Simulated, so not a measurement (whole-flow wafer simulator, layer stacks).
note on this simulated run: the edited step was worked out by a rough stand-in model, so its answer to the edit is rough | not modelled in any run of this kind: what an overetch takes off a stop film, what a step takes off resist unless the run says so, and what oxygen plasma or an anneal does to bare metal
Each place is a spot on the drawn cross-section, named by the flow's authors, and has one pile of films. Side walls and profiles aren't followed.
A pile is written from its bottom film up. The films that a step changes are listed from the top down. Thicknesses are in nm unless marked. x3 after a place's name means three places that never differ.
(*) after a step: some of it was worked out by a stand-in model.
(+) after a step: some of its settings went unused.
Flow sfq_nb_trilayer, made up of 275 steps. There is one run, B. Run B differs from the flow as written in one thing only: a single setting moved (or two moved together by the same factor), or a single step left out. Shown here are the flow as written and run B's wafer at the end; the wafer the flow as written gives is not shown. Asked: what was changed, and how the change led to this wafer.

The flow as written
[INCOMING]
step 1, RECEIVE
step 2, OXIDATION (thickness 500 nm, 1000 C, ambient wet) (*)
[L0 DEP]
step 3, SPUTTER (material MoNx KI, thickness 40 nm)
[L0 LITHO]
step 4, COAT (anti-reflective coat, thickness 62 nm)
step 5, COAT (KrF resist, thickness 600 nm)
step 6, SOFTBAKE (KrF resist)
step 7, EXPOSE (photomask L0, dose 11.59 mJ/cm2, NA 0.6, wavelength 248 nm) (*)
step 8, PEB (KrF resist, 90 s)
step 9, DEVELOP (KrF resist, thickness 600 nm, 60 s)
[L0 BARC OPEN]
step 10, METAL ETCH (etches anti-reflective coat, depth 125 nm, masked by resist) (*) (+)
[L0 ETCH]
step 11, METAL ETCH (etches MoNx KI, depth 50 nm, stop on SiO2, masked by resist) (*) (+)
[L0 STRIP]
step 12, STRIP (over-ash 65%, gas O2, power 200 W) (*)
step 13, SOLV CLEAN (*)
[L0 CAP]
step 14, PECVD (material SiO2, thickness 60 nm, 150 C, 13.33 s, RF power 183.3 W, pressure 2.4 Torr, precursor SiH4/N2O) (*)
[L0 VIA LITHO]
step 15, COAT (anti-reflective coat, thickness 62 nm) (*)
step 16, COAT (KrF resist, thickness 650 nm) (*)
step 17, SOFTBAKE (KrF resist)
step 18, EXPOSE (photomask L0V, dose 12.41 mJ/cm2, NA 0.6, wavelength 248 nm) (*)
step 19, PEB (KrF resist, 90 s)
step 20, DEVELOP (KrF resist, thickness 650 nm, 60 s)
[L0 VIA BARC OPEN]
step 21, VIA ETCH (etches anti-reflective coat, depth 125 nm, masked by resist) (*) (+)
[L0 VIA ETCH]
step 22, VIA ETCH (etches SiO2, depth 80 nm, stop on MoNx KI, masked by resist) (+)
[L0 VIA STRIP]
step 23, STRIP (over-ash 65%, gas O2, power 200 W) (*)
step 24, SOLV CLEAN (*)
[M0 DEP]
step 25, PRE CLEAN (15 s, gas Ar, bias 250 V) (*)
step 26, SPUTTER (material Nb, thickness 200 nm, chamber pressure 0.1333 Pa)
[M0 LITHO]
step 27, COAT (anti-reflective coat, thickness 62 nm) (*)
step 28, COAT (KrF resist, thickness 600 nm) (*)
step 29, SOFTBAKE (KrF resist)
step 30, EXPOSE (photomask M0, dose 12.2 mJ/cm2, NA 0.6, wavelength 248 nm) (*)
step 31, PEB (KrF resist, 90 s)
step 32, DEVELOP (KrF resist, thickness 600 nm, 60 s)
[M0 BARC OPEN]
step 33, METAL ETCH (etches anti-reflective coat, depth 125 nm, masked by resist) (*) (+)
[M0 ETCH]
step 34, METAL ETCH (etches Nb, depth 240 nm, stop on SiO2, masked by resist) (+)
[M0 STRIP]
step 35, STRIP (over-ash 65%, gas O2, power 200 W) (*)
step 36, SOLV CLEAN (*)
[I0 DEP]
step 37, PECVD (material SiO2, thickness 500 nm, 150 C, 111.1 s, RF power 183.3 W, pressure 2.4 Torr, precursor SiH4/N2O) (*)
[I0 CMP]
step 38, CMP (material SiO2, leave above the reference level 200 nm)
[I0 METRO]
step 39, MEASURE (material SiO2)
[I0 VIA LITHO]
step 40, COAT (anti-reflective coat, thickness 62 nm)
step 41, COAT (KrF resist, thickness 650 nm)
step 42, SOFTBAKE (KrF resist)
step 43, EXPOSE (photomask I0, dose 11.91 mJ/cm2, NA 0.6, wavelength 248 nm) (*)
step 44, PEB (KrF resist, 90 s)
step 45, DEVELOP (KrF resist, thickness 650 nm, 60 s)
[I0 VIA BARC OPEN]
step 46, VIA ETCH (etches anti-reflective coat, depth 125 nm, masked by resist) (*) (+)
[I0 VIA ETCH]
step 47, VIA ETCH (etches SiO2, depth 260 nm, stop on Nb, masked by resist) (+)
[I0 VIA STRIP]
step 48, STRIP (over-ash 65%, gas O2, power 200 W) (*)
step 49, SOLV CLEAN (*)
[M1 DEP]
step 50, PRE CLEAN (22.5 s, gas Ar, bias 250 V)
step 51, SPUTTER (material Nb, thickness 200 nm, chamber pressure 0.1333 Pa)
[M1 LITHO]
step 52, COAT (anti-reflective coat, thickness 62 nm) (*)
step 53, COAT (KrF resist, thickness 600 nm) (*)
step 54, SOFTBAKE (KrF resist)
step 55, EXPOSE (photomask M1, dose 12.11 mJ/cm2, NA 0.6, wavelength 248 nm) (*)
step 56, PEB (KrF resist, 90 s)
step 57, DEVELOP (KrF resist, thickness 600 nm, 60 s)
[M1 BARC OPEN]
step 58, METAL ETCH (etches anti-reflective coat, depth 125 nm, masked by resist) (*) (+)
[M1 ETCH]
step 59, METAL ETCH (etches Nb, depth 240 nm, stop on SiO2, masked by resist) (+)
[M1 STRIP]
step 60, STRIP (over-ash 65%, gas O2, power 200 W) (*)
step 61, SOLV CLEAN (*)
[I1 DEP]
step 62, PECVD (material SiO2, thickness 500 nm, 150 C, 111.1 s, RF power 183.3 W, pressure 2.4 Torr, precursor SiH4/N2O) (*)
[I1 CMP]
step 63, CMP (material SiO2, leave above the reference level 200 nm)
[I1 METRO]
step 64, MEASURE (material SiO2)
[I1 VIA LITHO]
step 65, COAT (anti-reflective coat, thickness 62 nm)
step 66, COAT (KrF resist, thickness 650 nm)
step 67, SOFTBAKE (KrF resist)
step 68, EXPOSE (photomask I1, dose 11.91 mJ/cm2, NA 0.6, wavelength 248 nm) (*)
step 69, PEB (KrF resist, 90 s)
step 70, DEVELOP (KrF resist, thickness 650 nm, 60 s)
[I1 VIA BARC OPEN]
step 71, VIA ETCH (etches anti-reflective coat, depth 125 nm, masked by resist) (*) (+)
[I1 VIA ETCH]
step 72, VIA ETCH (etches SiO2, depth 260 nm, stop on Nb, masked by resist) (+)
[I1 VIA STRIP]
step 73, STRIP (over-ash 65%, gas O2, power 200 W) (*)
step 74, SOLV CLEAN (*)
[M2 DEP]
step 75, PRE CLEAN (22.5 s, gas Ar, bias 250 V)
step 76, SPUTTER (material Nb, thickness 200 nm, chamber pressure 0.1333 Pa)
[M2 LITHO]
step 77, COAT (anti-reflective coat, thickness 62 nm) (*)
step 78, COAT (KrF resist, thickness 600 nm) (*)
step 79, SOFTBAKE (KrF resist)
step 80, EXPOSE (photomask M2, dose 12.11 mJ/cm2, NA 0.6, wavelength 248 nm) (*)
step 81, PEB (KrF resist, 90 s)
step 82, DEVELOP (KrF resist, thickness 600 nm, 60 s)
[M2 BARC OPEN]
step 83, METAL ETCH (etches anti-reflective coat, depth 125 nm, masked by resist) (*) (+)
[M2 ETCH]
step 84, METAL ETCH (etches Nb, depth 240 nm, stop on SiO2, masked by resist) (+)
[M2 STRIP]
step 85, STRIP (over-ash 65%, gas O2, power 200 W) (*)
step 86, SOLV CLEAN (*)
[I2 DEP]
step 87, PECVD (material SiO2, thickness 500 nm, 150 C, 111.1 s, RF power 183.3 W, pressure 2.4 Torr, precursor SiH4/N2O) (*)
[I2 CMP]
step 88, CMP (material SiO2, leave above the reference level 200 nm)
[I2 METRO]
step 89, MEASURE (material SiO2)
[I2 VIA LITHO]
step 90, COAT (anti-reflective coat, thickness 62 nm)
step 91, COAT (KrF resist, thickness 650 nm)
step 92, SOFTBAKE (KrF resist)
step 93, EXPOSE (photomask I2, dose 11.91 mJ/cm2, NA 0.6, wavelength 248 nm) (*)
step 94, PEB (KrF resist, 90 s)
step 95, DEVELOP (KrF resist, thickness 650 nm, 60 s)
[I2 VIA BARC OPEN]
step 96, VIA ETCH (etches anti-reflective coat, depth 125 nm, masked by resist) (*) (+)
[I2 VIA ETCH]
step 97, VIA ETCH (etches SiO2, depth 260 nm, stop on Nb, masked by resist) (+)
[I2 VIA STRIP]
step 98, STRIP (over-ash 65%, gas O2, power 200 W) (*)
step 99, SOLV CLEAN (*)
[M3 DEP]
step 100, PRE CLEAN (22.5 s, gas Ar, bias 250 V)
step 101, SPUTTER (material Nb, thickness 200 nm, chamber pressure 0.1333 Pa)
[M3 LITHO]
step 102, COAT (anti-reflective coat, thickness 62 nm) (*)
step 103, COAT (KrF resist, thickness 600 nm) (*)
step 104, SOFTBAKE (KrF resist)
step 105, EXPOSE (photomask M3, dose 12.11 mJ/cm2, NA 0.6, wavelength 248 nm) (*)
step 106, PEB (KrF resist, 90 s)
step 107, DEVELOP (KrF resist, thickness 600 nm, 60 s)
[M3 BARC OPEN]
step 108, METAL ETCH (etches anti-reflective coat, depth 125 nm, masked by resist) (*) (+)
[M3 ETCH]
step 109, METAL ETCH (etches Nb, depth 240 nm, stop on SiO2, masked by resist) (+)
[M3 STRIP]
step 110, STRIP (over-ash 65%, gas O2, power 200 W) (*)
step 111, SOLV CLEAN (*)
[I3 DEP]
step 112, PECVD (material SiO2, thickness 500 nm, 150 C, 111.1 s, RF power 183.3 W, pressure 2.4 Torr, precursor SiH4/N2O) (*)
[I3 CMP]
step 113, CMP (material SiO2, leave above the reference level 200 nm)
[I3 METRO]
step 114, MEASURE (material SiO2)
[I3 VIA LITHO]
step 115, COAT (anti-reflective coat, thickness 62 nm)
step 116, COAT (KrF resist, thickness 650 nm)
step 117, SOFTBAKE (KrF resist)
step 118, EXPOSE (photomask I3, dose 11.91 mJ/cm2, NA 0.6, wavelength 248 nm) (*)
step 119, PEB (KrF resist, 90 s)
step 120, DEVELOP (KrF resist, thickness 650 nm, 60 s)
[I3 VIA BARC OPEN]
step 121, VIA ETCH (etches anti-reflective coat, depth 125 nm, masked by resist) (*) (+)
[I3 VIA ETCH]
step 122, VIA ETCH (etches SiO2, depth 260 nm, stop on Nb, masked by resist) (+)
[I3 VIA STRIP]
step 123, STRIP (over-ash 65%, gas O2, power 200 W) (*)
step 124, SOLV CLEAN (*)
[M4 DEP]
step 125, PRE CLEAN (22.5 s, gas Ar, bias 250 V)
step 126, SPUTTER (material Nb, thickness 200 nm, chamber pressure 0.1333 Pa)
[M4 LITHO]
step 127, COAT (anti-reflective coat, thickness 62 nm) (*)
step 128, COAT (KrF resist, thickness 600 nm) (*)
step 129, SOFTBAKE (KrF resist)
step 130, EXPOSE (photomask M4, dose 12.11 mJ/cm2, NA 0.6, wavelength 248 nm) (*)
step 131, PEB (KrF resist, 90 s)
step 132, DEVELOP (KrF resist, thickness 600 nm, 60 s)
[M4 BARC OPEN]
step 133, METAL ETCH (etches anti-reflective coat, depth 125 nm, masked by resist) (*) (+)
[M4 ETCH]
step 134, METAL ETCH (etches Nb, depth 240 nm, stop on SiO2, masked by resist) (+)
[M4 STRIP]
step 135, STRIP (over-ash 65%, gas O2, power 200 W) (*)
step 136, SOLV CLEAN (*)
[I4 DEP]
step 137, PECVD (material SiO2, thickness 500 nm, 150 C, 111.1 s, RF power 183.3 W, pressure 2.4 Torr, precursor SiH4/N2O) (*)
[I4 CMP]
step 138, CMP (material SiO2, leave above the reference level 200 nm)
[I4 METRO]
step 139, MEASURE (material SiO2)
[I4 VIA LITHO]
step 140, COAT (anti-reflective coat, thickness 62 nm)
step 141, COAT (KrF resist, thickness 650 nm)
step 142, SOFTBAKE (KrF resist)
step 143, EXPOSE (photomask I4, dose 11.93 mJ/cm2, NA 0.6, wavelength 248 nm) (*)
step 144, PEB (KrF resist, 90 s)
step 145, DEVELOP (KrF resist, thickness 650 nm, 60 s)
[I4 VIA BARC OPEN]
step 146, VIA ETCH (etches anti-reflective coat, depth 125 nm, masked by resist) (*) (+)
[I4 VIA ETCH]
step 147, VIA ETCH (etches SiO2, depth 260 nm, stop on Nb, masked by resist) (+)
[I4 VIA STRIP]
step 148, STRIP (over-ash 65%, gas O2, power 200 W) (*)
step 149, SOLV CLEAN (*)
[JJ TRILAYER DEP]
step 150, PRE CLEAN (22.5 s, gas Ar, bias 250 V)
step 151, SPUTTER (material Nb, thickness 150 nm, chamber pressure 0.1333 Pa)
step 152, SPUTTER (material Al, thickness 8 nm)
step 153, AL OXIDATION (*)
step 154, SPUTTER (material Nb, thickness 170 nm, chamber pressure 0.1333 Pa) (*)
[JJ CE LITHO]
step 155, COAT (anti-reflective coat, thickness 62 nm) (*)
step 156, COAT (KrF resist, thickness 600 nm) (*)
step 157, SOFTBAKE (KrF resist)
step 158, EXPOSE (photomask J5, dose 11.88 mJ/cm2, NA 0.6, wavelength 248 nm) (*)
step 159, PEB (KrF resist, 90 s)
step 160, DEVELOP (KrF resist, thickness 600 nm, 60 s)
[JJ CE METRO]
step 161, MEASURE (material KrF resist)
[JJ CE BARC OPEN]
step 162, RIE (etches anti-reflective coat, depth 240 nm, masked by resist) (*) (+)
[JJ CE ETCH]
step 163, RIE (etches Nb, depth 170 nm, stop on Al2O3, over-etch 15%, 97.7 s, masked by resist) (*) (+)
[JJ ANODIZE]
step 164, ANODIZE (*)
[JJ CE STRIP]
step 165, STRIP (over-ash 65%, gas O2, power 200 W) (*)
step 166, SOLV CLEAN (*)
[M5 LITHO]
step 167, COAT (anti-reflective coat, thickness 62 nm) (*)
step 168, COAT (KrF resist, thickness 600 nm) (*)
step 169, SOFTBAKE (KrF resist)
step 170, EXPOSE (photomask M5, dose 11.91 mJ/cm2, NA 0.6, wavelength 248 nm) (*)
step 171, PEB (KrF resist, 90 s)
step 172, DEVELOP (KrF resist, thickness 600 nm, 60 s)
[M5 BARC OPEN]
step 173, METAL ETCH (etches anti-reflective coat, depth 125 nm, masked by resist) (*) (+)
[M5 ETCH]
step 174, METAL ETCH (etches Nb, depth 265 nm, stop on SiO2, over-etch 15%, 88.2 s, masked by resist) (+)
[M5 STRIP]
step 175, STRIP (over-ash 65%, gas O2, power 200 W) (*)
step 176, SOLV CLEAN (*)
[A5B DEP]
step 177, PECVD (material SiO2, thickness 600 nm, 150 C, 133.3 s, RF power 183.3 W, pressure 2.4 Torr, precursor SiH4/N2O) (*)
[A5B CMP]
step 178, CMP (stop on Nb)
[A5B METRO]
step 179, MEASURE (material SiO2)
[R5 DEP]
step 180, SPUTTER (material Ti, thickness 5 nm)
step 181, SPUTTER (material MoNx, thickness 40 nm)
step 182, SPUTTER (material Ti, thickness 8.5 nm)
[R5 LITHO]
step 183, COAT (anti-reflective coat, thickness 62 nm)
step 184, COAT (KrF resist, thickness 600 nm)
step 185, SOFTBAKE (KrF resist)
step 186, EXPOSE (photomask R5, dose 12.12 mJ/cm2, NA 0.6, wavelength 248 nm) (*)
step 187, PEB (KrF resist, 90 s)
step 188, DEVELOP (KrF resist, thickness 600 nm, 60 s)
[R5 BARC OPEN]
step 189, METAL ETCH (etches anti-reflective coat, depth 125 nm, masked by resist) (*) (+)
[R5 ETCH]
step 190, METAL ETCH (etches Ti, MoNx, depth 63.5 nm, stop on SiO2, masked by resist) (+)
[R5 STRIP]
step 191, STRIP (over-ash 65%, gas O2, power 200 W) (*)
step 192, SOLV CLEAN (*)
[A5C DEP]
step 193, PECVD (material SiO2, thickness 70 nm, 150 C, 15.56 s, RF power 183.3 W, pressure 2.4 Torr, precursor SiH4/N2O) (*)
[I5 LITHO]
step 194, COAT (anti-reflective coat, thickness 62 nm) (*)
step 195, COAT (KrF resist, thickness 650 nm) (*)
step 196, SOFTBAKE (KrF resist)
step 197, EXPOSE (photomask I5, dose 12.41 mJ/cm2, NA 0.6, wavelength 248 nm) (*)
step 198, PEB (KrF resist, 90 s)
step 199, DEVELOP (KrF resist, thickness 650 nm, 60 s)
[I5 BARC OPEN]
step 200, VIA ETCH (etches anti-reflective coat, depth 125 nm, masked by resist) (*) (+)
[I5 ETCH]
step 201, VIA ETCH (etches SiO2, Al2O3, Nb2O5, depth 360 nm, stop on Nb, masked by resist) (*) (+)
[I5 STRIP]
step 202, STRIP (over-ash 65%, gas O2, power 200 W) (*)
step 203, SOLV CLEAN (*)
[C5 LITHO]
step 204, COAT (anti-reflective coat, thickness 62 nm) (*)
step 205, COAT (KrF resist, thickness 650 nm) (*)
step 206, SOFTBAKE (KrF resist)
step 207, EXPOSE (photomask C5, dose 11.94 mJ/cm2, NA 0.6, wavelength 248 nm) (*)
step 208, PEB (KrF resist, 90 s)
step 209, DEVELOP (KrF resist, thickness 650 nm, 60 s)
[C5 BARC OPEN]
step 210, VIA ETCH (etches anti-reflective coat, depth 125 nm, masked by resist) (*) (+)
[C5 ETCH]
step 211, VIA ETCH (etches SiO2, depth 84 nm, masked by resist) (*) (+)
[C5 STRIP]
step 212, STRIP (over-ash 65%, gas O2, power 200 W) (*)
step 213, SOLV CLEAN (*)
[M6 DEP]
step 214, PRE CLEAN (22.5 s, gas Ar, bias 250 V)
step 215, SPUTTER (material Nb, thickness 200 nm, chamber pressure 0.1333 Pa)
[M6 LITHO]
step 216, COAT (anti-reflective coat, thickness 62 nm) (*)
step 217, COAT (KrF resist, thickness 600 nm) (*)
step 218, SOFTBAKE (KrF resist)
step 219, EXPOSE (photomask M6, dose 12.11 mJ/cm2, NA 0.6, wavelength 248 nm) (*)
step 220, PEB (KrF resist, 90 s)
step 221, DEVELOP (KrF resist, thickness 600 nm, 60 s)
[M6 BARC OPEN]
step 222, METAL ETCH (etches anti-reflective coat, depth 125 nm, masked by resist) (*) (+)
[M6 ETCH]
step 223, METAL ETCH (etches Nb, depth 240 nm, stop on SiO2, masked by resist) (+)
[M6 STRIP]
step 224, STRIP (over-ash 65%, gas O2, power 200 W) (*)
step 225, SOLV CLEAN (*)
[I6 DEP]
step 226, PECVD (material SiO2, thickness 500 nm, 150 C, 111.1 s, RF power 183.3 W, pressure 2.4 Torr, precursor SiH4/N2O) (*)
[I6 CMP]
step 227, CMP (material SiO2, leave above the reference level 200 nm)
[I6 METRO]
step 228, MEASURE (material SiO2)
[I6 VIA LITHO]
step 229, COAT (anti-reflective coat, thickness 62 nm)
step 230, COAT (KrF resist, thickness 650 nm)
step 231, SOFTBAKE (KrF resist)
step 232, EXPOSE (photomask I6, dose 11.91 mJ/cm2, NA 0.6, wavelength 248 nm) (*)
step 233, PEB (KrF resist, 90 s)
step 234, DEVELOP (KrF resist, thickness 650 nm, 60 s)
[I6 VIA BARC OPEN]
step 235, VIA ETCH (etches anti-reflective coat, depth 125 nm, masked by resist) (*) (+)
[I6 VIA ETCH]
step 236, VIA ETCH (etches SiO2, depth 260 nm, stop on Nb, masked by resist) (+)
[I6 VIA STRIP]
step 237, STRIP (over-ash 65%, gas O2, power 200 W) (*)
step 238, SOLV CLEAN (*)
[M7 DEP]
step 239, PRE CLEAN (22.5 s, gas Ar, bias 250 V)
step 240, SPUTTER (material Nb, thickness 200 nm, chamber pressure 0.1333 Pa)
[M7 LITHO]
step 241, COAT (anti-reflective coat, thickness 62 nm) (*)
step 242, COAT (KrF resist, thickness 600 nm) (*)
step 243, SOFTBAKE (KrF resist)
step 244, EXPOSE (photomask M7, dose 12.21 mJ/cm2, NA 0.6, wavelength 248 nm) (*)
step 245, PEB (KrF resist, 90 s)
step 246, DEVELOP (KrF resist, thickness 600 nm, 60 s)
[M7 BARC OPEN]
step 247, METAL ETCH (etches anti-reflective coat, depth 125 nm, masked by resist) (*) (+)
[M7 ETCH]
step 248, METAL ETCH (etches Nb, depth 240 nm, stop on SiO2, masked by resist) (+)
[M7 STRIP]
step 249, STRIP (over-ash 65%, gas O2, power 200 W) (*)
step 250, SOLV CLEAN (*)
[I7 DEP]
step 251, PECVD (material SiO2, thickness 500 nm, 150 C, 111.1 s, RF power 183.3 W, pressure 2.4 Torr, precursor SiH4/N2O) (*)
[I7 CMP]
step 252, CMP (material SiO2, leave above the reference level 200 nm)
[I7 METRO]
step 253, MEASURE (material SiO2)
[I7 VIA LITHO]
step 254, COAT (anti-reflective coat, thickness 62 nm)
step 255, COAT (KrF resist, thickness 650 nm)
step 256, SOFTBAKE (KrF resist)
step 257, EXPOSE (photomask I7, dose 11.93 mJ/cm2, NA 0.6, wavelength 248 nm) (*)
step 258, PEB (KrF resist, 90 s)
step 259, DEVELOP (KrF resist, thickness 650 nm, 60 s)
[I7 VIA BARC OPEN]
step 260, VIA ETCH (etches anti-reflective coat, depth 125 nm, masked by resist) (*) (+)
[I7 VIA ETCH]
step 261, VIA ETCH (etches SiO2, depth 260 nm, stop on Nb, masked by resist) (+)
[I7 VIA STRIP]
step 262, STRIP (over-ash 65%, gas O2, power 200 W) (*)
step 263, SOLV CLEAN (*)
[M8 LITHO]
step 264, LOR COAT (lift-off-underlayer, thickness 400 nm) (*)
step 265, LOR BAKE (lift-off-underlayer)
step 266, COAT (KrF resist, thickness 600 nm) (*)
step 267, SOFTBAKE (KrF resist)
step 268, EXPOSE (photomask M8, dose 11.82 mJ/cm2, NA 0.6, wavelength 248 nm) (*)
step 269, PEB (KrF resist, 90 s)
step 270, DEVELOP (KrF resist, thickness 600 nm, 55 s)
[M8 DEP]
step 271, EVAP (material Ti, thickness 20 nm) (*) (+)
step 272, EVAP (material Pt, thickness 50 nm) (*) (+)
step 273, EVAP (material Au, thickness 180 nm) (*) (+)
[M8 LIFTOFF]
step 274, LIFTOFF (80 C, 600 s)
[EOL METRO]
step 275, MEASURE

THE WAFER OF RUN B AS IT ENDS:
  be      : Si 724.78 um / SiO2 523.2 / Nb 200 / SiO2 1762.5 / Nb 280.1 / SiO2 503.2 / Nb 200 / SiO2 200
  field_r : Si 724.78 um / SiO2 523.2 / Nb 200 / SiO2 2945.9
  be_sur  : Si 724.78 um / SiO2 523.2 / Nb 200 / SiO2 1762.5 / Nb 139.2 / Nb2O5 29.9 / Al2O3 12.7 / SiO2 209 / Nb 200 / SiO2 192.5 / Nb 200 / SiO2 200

Cause: step 14, PECVD: thickness 28.2 nm was run, whereas the flow has thickness 60 nm; step 14, PECVD: 6.267 s was run, where the flow has 13.33 s.

Step by step, how the change led to this:
  step 14, PECVD (material SiO2, thickness 60 nm, 150 C, 13.33 s, RF power 183.3 W, pressure 2.4 Torr, precursor SiH4/N2O) (*)
      v_sur, via_wl, via_w and 97 more: SiO2 gains 28.2 (in the flow as written it would be: SiO2 gains 60)
      field_l, l0_sur, l0v, l0r_line_l, l0r_line_c, l0r_line_r: SiO2 gains 28.2 (new film) (in the flow as written it would be: SiO2 gains 60 (new film))
  step 22, VIA ETCH (etches SiO2, depth 80 nm, stop on MoNx KI, masked by resist) (+)
      field_l, v_sur, via_wl and 102 more: KrF resist loses 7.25 (in the flow as written it would be: KrF resist loses 13.8)
      l0v: SiO2 loses 28 (all of it) (in the flow as written it would be: SiO2 loses 59.8 (all of it))
  step 26, SPUTTER (material Nb, thickness 200 nm, chamber pressure 0.1333 Pa)
      l0v: Nb gains 200 (new film) (in the flow as written it would be: Nb gains 195.7 (new film))
  step 27, COAT (anti-reflective coat, thickness 62 nm) (*)
      l0_sur: anti-reflective coat gains 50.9 (new film) (in the flow as written it would be: anti-reflective coat gains 47.5 (new film))
      l0v: anti-reflective coat gains 68.2 (new film) (in the flow as written it would be: anti-reflective coat gains 78 (new film))
  step 28, COAT (KrF resist, thickness 600 nm) (*)
      l0v: KrF resist gains 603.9 (new film) (in the flow as written it would be: KrF resist gains 622.9 (new film))
  step 35, STRIP (over-ash 65%, gas O2, power 200 W) (*)
      l0_sur: KrF resist loses 373.9 (all of it), anti-reflective coat loses 50.9 (all of it) (in the flow as written it would be: KrF resist loses 372 (all of it), anti-reflective coat loses 47.5 (all of it))
      l0v: KrF resist loses 386.3 (all of it), anti-reflective coat loses 68.2 (all of it) (in the flow as written it would be: KrF resist loses 405.3 (all of it), anti-reflective coat loses 78 (all of it))
  step 38, CMP (material SiO2, leave above the reference level 200 nm)
      l0v: SiO2 loses 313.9 (in the flow as written it would be: SiO2 loses 277.8)
